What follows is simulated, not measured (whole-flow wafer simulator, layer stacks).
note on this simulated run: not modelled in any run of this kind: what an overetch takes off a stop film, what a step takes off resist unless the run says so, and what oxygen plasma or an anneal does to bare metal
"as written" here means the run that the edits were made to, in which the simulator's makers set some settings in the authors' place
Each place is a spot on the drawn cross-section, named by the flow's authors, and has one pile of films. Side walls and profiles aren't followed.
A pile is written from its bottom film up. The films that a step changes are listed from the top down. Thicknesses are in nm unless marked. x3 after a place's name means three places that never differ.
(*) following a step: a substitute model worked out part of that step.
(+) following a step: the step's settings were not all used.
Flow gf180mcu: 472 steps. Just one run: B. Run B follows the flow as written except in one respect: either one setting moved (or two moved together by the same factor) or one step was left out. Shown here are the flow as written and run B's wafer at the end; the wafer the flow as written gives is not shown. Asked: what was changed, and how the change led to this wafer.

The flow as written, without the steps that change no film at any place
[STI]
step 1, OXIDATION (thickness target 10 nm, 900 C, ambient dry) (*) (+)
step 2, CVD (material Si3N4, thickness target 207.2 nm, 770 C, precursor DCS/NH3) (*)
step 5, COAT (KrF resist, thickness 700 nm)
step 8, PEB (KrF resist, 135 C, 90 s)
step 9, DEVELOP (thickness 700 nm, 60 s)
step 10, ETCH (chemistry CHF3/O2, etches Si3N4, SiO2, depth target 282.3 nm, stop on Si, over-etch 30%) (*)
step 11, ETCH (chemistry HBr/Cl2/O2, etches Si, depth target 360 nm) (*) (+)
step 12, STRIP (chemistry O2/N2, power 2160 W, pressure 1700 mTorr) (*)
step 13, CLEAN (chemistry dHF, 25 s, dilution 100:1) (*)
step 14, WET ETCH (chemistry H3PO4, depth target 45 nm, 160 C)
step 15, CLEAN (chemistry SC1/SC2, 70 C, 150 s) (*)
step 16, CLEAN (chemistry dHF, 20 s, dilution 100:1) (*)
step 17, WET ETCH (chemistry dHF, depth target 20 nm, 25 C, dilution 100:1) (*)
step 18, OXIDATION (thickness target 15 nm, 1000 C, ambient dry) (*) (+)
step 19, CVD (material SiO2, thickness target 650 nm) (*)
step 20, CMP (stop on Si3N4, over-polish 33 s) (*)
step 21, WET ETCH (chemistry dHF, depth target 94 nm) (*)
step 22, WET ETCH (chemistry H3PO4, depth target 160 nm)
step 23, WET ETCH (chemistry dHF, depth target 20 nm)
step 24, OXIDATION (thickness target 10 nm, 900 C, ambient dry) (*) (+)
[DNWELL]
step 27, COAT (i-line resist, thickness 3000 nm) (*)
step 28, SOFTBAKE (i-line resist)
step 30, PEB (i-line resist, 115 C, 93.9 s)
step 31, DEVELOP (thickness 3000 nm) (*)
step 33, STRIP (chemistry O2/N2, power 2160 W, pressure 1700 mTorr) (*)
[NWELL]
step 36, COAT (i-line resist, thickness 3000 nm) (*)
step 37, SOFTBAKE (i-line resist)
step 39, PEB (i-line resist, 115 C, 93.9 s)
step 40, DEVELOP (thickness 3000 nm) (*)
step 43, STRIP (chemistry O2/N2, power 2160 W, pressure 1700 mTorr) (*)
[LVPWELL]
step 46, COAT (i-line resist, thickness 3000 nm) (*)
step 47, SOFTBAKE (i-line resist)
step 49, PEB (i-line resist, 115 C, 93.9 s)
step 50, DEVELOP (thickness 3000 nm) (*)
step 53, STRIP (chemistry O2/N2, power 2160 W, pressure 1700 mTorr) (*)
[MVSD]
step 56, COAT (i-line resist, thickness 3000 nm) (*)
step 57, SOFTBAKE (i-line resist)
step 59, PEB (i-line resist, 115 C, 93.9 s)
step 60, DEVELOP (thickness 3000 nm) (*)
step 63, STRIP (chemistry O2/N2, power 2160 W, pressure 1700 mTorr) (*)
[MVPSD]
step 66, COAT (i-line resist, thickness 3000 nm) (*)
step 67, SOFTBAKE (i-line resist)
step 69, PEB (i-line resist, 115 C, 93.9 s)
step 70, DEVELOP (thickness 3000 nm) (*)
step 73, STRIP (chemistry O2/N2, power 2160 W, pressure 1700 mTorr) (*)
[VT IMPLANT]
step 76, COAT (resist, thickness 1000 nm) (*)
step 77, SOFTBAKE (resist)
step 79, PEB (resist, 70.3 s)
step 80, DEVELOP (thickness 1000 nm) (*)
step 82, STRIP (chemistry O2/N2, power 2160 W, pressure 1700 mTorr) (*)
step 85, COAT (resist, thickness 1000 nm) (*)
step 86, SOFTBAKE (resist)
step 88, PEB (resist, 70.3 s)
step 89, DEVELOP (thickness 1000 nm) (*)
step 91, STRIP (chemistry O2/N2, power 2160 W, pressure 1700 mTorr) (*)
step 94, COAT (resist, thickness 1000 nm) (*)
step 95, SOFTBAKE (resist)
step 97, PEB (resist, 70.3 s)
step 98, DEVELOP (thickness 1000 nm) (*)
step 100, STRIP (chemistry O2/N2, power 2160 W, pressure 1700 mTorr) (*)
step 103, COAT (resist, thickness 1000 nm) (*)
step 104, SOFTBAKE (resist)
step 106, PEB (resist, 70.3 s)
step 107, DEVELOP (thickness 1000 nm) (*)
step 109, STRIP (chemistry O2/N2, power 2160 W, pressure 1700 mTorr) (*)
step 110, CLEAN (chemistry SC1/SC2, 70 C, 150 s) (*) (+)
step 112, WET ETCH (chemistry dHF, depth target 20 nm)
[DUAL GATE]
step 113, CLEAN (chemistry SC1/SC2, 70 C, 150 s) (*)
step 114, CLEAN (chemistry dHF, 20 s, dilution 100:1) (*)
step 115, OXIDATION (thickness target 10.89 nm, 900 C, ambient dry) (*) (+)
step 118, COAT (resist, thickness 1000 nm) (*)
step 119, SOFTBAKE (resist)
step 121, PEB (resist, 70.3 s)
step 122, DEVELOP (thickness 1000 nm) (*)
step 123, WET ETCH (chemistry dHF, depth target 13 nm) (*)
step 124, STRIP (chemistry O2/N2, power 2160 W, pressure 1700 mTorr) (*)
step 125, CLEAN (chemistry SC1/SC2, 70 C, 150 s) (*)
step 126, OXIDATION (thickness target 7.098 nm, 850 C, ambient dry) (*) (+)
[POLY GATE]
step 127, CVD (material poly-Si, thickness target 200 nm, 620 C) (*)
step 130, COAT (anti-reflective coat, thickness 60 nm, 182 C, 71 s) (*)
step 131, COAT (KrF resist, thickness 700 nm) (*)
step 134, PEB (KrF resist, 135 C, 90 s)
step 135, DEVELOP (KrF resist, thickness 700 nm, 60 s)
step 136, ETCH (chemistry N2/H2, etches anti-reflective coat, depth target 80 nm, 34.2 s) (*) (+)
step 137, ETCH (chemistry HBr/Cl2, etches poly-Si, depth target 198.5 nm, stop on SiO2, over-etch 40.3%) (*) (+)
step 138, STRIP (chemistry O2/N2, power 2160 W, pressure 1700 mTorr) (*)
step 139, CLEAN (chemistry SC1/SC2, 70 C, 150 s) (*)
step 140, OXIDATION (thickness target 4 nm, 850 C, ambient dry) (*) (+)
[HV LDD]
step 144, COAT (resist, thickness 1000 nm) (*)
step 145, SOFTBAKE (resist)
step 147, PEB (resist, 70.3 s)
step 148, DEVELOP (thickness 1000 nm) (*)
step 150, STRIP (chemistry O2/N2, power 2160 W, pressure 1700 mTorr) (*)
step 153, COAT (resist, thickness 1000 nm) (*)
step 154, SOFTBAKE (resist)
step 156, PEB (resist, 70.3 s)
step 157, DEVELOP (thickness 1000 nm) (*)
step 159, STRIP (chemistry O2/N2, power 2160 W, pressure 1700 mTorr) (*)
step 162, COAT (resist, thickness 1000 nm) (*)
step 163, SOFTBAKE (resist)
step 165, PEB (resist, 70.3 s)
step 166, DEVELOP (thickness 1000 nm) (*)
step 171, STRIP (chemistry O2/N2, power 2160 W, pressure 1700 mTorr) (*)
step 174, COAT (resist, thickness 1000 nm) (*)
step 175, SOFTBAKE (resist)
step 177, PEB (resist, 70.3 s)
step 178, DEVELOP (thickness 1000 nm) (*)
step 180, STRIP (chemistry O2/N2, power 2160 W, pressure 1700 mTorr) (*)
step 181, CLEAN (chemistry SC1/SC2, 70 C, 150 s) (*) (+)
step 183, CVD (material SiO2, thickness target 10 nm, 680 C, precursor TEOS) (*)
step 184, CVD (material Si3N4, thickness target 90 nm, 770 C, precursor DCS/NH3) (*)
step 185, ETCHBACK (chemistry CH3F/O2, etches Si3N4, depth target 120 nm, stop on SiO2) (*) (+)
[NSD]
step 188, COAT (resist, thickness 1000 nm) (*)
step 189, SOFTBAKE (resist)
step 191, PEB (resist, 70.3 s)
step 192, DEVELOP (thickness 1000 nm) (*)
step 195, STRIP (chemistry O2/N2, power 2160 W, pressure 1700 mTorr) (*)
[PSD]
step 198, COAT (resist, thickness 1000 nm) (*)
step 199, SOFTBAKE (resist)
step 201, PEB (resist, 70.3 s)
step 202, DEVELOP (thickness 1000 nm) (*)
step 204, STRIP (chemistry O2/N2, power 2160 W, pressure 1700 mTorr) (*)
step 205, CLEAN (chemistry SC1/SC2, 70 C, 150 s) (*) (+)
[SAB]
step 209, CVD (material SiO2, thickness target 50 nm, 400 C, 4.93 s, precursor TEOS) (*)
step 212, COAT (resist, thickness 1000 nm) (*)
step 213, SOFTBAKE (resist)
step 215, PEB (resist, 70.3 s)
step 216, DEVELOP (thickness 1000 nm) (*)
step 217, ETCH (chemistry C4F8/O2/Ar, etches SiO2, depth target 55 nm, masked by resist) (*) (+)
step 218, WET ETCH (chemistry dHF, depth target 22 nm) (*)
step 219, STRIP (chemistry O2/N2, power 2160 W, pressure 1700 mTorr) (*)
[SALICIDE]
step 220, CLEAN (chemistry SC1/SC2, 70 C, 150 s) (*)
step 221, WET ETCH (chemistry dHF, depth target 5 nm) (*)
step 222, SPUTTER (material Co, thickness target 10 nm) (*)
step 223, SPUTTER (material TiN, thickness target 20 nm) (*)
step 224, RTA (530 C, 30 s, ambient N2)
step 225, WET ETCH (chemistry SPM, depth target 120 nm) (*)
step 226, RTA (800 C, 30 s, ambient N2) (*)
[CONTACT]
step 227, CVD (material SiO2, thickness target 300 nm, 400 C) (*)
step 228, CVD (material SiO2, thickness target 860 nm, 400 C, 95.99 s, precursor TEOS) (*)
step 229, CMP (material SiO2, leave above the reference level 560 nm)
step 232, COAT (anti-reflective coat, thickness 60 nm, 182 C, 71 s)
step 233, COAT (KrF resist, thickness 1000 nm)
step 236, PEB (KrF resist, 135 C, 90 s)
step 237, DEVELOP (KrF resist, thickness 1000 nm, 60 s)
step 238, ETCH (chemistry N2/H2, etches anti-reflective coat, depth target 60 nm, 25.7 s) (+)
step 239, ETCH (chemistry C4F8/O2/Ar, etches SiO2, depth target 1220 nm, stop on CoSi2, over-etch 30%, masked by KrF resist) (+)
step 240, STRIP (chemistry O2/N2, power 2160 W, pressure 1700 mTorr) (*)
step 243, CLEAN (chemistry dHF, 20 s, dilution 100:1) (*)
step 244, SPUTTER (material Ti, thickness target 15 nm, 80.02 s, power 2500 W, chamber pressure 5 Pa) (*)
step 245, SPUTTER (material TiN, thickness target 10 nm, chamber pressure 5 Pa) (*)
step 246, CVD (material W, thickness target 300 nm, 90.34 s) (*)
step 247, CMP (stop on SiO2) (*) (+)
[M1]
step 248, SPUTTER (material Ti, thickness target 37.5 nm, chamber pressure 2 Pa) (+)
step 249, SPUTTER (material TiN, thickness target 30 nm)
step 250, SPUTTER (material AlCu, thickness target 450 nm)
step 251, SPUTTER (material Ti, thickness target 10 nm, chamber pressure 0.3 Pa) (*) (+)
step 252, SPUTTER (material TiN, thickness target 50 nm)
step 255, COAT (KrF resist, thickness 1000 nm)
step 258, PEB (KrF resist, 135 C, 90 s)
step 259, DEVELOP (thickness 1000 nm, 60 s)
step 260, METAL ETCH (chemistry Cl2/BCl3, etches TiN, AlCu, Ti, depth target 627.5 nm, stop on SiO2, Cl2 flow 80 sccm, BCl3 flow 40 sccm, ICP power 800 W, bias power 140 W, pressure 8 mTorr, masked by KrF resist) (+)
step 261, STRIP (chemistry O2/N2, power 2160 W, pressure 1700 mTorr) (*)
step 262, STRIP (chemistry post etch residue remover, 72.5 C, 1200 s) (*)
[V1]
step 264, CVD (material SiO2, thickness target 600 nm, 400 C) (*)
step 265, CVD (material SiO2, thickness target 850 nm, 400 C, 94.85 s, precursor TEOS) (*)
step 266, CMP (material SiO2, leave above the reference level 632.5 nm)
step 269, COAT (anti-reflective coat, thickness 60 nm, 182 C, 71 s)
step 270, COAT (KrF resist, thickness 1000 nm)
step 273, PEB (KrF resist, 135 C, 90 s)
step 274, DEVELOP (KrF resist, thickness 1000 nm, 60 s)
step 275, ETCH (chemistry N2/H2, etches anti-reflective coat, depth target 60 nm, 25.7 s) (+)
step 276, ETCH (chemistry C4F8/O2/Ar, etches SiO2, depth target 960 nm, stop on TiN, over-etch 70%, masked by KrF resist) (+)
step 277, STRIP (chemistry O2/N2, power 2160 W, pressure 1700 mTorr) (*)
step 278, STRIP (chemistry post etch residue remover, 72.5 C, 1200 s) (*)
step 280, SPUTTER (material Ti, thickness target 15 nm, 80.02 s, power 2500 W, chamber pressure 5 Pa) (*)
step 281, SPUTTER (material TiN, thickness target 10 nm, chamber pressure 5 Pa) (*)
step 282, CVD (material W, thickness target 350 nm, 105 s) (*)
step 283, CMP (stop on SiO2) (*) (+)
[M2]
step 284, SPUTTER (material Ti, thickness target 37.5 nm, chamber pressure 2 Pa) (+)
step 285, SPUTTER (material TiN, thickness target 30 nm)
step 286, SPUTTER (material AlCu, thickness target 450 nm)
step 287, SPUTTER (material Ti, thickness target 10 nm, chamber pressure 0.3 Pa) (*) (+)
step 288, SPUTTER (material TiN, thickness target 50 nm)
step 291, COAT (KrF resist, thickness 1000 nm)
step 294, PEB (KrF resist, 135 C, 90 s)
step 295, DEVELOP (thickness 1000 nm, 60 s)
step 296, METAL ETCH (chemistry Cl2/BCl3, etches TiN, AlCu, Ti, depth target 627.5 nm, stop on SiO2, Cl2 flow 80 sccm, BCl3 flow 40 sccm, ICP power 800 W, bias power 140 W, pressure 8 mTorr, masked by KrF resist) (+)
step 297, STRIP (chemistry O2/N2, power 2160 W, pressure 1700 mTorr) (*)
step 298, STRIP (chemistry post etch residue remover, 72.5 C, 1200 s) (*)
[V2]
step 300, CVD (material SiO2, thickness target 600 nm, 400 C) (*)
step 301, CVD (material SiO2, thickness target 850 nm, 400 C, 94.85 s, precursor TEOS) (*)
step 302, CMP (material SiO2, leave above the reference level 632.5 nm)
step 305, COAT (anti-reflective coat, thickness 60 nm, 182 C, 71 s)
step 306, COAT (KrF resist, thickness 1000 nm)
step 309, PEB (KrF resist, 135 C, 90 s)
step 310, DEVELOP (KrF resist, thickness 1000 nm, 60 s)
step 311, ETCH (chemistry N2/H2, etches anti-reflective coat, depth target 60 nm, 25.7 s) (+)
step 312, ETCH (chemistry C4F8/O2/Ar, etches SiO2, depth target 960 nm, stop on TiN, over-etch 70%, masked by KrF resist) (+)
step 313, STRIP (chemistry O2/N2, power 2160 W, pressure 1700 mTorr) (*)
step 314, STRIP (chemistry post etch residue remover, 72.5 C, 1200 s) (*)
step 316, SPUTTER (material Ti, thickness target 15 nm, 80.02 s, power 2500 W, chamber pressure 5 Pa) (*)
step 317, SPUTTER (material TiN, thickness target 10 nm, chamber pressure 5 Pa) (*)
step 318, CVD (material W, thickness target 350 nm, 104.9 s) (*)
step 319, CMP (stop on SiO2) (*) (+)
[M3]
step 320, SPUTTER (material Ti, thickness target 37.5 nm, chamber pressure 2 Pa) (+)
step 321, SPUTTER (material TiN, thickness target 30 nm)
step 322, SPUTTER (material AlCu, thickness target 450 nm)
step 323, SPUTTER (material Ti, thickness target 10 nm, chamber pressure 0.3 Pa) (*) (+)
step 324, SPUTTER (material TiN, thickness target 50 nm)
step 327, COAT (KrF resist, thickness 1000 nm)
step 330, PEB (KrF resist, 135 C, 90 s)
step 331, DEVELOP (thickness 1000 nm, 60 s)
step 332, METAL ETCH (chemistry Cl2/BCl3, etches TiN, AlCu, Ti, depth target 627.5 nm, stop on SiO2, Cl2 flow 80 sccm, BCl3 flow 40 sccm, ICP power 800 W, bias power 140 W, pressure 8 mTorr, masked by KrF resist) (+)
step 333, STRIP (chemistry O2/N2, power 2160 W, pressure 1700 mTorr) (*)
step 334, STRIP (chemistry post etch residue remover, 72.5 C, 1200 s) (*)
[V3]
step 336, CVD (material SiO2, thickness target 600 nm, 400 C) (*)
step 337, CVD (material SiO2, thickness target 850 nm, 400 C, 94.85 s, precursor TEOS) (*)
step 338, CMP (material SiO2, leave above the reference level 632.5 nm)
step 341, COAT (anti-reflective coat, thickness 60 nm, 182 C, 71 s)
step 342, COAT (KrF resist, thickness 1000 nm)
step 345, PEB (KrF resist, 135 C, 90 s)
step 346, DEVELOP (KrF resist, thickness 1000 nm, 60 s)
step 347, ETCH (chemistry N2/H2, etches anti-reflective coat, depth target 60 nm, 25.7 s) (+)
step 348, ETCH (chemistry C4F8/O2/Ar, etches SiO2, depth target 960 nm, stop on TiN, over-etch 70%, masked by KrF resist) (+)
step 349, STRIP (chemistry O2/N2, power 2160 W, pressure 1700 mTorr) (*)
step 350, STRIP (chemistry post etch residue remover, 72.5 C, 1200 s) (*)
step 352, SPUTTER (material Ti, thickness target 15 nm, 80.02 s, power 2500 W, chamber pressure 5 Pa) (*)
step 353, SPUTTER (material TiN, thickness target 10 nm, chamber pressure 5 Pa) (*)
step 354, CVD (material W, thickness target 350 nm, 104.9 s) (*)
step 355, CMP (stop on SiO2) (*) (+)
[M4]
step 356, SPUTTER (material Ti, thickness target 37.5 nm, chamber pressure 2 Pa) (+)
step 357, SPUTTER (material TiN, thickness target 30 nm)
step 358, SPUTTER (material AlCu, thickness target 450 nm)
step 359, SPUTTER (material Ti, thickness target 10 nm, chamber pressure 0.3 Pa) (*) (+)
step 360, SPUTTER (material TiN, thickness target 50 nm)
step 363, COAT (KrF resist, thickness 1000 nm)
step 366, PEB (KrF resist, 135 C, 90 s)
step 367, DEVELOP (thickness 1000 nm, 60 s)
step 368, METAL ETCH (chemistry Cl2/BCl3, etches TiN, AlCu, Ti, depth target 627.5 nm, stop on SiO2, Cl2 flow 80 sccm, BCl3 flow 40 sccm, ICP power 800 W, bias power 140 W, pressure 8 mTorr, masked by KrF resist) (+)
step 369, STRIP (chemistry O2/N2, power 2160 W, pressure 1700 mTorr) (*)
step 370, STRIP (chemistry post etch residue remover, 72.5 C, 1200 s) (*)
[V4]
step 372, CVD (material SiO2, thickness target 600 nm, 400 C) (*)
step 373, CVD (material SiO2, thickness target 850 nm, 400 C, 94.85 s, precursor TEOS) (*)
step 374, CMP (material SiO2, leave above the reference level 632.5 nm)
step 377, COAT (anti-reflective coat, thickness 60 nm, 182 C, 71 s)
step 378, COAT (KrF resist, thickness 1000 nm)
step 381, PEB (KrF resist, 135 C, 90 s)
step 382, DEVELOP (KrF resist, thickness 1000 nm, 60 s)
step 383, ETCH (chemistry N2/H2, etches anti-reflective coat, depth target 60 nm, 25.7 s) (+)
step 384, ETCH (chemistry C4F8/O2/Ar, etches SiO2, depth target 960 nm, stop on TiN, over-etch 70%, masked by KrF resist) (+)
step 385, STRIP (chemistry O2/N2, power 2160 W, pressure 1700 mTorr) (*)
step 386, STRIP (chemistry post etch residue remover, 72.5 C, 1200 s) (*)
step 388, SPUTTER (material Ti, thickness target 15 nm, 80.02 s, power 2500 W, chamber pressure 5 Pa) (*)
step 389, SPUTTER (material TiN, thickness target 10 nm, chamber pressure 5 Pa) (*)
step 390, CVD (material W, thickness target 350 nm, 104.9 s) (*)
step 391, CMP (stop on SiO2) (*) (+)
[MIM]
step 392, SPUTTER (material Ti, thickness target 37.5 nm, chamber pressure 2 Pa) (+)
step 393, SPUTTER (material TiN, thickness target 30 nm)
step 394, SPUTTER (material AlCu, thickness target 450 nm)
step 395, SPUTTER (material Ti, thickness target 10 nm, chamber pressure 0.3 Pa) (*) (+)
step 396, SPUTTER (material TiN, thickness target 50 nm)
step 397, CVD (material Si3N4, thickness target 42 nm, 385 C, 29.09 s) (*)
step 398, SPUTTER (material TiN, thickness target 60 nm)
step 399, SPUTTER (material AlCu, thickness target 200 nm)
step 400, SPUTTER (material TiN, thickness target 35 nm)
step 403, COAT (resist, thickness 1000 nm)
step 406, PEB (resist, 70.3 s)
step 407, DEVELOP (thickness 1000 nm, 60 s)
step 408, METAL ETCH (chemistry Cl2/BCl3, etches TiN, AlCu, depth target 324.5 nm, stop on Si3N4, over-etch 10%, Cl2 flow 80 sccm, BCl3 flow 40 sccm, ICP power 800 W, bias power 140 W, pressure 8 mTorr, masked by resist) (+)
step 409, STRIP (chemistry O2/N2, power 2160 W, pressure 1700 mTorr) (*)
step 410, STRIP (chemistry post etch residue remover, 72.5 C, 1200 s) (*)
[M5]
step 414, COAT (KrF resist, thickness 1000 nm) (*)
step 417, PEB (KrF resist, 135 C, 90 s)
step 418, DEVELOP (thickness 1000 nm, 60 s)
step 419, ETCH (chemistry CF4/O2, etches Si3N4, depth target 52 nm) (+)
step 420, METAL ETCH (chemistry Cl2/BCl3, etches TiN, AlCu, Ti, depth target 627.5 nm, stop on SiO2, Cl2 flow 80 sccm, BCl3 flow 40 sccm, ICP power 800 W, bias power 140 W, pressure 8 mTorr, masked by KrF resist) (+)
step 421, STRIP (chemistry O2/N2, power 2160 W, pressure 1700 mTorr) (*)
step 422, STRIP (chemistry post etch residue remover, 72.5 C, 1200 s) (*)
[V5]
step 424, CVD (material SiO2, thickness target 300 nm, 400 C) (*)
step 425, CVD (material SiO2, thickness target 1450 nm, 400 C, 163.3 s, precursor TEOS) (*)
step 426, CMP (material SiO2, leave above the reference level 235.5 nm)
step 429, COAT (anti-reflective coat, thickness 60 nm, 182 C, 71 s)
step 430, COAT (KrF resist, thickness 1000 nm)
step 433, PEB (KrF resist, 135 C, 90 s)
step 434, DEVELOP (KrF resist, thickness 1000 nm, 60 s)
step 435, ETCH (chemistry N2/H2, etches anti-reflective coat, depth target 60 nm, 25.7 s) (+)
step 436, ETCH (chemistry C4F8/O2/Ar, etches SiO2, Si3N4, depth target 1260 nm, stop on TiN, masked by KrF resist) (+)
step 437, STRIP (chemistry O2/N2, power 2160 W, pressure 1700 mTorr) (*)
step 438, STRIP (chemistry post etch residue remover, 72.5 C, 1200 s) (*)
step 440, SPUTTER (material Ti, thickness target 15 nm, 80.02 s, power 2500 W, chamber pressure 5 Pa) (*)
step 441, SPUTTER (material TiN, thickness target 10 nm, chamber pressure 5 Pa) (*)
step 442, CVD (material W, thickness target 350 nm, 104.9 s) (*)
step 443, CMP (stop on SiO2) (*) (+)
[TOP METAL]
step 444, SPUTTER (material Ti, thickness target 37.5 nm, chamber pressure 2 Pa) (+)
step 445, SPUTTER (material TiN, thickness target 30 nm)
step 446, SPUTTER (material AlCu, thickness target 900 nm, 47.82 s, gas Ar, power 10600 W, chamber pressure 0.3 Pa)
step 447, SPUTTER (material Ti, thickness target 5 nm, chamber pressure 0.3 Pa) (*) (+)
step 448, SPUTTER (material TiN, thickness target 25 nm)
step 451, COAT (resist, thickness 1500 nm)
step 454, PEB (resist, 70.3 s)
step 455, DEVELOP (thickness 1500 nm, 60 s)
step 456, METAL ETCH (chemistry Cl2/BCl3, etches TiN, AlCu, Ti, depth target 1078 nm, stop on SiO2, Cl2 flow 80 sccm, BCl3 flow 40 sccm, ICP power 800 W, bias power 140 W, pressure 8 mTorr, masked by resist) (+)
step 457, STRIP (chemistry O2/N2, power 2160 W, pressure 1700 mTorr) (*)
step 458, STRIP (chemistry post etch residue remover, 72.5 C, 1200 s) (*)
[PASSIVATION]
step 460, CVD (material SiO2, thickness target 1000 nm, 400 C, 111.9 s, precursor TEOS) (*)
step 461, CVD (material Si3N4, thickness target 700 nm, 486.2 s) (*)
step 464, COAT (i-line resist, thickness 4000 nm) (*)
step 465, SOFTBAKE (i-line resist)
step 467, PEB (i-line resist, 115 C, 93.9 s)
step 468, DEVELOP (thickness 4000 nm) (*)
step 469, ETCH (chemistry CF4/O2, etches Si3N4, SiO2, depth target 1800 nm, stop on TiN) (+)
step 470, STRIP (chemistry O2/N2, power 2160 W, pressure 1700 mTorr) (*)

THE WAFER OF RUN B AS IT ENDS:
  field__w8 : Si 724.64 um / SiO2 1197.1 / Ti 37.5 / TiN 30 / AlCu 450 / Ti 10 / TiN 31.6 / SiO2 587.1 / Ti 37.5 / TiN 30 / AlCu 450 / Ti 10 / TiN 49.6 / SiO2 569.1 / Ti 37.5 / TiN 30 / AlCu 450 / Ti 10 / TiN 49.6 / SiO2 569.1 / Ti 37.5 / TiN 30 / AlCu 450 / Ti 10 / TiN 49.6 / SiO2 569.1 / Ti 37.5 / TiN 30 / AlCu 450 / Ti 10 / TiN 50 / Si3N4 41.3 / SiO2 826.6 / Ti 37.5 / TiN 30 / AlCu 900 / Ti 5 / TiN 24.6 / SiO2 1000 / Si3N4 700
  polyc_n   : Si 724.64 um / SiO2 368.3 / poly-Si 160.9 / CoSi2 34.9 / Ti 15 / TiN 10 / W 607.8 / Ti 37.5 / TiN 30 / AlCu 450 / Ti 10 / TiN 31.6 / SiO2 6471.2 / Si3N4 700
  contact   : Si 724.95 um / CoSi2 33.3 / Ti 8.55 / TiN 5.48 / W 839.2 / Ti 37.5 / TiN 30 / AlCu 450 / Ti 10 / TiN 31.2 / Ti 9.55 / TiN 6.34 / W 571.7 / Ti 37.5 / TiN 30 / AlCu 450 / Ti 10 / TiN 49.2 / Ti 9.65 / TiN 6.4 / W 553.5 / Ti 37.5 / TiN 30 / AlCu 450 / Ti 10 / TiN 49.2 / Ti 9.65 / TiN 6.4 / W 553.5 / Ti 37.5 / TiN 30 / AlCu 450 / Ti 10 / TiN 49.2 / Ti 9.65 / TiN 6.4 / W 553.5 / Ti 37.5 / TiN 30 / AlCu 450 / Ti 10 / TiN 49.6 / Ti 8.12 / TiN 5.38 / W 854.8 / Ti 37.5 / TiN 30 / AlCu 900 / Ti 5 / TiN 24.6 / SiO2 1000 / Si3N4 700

What caused this: step 252, SPUTTER: thickness target 32 nm was run, while the flow as written has thickness target 50 nm.

Step by step, how the change led to this:
  step 252, SPUTTER (material TiN, thickness target 50 nm)
      field, field__w1, field__w2 and 108 more: +32 TiN (new film) (it would be, as written: +50 TiN (new film))
  step 260, METAL ETCH (chemistry Cl2/BCl3, etches TiN, AlCu, Ti, depth target 627.5 nm, stop on SiO2, Cl2 flow 80 sccm, BCl3 flow 40 sccm, ICP power 800 W, bias power 140 W, pressure 8 mTorr, masked by KrF resist) (+)
      field, field__w1, field__w2 and 99 more: -32 TiN (all of it), -10 Ti (all of it), -450 AlCu (all of it), -30 TiN (all of it), -37.5 Ti (all of it) (it would be, as written: -50 TiN (all of it), -10 Ti (all of it), -450 AlCu (all of it), -30 TiN (all of it), -37.5 Ti (all of it))
  step 266, CMP (material SiO2, leave above the reference level 632.5 nm)
      field__w8, contact, m1 and 6 more: -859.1 SiO2 (it would be, as written: -877.1 SiO2)
  step 276, ETCH (chemistry C4F8/O2/Ar, etches SiO2, depth target 960 nm, stop on TiN, over-etch 70%, masked by KrF resist) (+)
      contact: -590.5 SiO2 (all of it) (it would be, as written: -572.5 SiO2 (all of it))
